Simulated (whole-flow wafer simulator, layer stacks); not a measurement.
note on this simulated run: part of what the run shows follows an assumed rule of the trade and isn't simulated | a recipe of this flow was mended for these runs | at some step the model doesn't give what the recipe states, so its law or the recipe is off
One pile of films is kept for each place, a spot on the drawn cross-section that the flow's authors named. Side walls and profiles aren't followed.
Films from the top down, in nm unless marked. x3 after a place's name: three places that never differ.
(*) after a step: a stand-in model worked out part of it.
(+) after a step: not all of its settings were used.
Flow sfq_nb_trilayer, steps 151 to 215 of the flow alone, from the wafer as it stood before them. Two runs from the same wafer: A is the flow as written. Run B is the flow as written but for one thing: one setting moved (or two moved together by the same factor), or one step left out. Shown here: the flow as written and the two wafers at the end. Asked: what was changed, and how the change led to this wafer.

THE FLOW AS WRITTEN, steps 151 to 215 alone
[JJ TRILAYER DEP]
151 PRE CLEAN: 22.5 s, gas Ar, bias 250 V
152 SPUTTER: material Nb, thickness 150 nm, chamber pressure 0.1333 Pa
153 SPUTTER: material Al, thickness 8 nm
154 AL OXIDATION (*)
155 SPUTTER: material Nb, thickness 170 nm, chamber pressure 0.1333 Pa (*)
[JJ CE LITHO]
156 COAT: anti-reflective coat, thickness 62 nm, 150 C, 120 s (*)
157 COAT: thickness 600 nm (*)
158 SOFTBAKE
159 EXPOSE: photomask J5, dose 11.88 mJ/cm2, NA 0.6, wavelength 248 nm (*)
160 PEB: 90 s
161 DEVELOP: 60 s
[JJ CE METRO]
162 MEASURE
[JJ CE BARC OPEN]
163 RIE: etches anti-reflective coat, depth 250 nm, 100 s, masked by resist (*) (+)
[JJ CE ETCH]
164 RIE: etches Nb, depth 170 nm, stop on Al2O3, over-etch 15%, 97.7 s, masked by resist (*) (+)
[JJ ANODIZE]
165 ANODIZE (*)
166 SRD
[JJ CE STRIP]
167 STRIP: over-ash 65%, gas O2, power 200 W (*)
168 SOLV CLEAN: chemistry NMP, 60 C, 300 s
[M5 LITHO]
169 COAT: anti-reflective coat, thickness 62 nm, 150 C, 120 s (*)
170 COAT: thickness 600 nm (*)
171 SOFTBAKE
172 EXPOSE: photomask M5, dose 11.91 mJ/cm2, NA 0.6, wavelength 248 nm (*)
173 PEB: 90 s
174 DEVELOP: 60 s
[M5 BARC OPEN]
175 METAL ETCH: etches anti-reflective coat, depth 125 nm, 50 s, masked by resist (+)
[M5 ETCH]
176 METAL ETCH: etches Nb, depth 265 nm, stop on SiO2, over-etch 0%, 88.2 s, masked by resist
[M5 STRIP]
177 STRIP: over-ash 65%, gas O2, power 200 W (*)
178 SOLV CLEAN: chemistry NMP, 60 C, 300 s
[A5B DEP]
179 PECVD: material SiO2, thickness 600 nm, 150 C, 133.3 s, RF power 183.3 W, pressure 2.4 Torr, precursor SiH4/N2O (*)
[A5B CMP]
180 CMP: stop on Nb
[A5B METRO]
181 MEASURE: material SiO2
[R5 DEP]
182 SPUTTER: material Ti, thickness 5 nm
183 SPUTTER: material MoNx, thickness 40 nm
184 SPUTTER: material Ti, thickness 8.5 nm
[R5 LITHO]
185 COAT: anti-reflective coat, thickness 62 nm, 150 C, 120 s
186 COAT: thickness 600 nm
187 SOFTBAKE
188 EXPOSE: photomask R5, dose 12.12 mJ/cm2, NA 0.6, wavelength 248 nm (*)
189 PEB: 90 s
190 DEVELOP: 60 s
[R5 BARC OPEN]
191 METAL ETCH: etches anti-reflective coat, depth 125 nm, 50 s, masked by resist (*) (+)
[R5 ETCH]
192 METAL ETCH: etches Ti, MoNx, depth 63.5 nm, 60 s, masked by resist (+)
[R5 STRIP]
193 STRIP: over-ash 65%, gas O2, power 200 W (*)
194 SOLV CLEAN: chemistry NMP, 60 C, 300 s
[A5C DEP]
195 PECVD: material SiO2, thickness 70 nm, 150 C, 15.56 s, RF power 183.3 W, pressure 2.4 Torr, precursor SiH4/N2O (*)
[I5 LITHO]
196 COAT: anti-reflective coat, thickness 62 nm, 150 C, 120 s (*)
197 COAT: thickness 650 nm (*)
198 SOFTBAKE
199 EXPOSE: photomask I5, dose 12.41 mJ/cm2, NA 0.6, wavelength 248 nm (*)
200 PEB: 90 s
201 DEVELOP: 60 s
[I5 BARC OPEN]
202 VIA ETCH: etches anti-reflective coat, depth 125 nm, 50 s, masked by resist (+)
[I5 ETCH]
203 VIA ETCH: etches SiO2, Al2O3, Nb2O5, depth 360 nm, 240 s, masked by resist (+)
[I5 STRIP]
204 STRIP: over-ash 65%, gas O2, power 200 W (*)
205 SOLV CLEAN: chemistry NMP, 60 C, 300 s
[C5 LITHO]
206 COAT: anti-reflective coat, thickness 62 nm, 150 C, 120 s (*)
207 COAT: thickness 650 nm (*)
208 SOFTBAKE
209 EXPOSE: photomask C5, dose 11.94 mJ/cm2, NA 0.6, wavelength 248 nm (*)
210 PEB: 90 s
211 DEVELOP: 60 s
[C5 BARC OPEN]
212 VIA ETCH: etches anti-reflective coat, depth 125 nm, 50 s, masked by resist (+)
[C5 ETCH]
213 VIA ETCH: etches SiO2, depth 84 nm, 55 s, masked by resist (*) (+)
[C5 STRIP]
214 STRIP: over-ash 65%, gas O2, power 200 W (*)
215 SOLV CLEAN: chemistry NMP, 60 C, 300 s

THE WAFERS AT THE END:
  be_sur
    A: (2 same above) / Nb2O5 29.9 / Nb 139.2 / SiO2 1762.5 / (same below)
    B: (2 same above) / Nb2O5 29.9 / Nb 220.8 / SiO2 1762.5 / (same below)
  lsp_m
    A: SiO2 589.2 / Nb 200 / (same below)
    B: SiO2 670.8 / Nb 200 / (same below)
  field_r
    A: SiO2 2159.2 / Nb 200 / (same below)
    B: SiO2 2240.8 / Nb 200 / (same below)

The cause: step 152, SPUTTER: thickness 231.6 nm was run, where the flow has thickness 150 nm.

How the change led to this, step by step:
  152 SPUTTER: material Nb, thickness 150 nm, chamber pressure 0.1333 Pa
      field_l, v_sur, via_sp and 100 more: A Nb +150 (new film) | B Nb +231.6 (new film)
      via_wl, via_w, via_wr: A Nb +129.8 | B Nb +201.4
  153 SPUTTER: material Al, thickness 8 nm
      via_wl, via_wr: A Al +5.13 (new film) | B Al +4.51 (new film)
  155 SPUTTER: material Nb, thickness 170 nm, chamber pressure 0.1333 Pa (*)
      via_wl, via_wr: A Nb +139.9 (new film) | B Nb +109 (new film)
      via_w: A Nb +140.2 (new film) | B Nb +154.3 (new film)
  156 COAT: anti-reflective coat, thickness 62 nm, 150 C, 120 s (*)
      via_wl, via_wr: A anti-reflective coat +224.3 (new film) | B anti-reflective coat +283.2 (new film)
      via_w: A anti-reflective coat +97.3 (new film) | B anti-reflective coat +104.5 (new film)
  157 COAT: thickness 600 nm (*)
      via_wl: A KrF-resist-other-grade +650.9 (new film) | B KrF-resist-other-grade +636 (new film)
      via_wr: A KrF-resist-other-grade +651.4 (new film) | B KrF-resist-other-grade +636.4 (new film)
  161 DEVELOP: 60 s
      via_wl: A KrF-resist-other-grade -649.5 (all of it) | B KrF-resist-other-grade -634.6 (all of it)
      via_wr: A KrF-resist-other-grade -650 (all of it) | B KrF-resist-other-grade -635.1 (all of it)
  163 RIE: etches anti-reflective coat, depth 250 nm, 100 s, masked by resist (*) (+)
      via_wl, via_wr: A anti-reflective coat -224.3 (all of it) | B anti-reflective coat -250
      via_w: A anti-reflective coat -97.3 (all of it) | B anti-reflective coat -104.5 (all of it)
  164 RIE: etches Nb, depth 170 nm, stop on Al2O3, over-etch 15%, 97.7 s, masked by resist (*) (+)
      via_wl, via_wr: A Nb -139.9 (all of it), Al2O3 -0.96 (all of it) | B anti-reflective coat -33.2 (all of it), Nb -109 (all of it), Al2O3 -0.96 (all of it)
      via_w: A Nb -140.2 (all of it), Al2O3 -0.96 (all of it) | B Nb -154.3 (all of it), Al2O3 -0.96 (all of it)
  165 ANODIZE (*)
      via_wl, via_wr: A Al2O3 +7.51 (new film), Nb2O5 +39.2 (new film), Al -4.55 (all of it), Nb -14.1 | B Al2O3 +6.48 (new film), Nb2O5 +41 (new film), Al -3.93 (all of it), Nb -14.8
      via_w: A Al2O3 +10.7 (new film), Nb2O5 +33.4 (new film), Al -6.51 (all of it), Nb -12 | B Al2O3 +10.2 (new film), Nb2O5 +34.4 (new film), Al -6.19 (all of it), Nb -12.4
  169 COAT: anti-reflective coat, thickness 62 nm, 150 C, 120 s (*)
      via_wl, via_wr: A anti-reflective coat +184 (new film) | B anti-reflective coat +171.6 (new film)
      field_l: A anti-reflective coat +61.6 (new film) | B anti-reflective coat +58.5 (new film)
      (and at 3 more places)
  170 COAT: thickness 600 nm (*)
      via_wl: A KrF-resist-other-grade +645 (new film) | B KrF-resist-other-grade +658.4 (new film)
      via_wr: A KrF-resist-other-grade +646 (new film) | B KrF-resist-other-grade +659.9 (new film)
  175 METAL ETCH: etches anti-reflective coat, depth 125 nm, 50 s, masked by resist (+)
      field_l: A anti-reflective coat -61.6 (all of it), Al2O3 -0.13 | B anti-reflective coat -58.5 (all of it), Al2O3 -0.13
  176 METAL ETCH: etches Nb, depth 265 nm, stop on SiO2, over-etch 0%, 88.2 s, masked by resist
      field_l, res, r_end and 47 more: A Al2O3 -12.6 (all of it), Nb2O5 -29.9 (all of it), Nb -139.2 (all of it), SiO2 -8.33 | B Al2O3 -12.6 (all of it), Nb2O5 -29.9 (all of it), Nb -220.8 (all of it), SiO2 -0.17
      r_sur, wl_a_sl, wl_a_m6: A Al2O3 -12.5 (all of it), Nb2O5 -29.9 (all of it), Nb -139.2 (all of it), SiO2 -8.33 | B Al2O3 -12.5 (all of it), Nb2O5 -29.9 (all of it), Nb -220.8 (all of it), SiO2 -0.17
  177 STRIP: over-ash 65%, gas O2, power 200 W (*)
      v_sur: A KrF-resist-other-grade -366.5 (all of it), anti-reflective coat -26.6 (all of it) | B KrF-resist-other-grade -362.8 (all of it), anti-reflective coat -23 (all of it)
      via_wl: A KrF-resist-other-grade -418.2 (all of it), anti-reflective coat -184 (all of it) | B KrF-resist-other-grade -431.6 (all of it), anti-reflective coat -171.6 (all of it)
      (and at 3 more places)
  180 CMP: stop on Nb
      field_l, p4_fl x5, p4_w1 x9 and 27 more: A SiO2 -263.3 | B SiO2 -189.9
      r_sur, res, r_end, moat, field_r, lsp_l: A SiO2 -256.4 | B SiO2 -180.3
      (and at 8 more places)
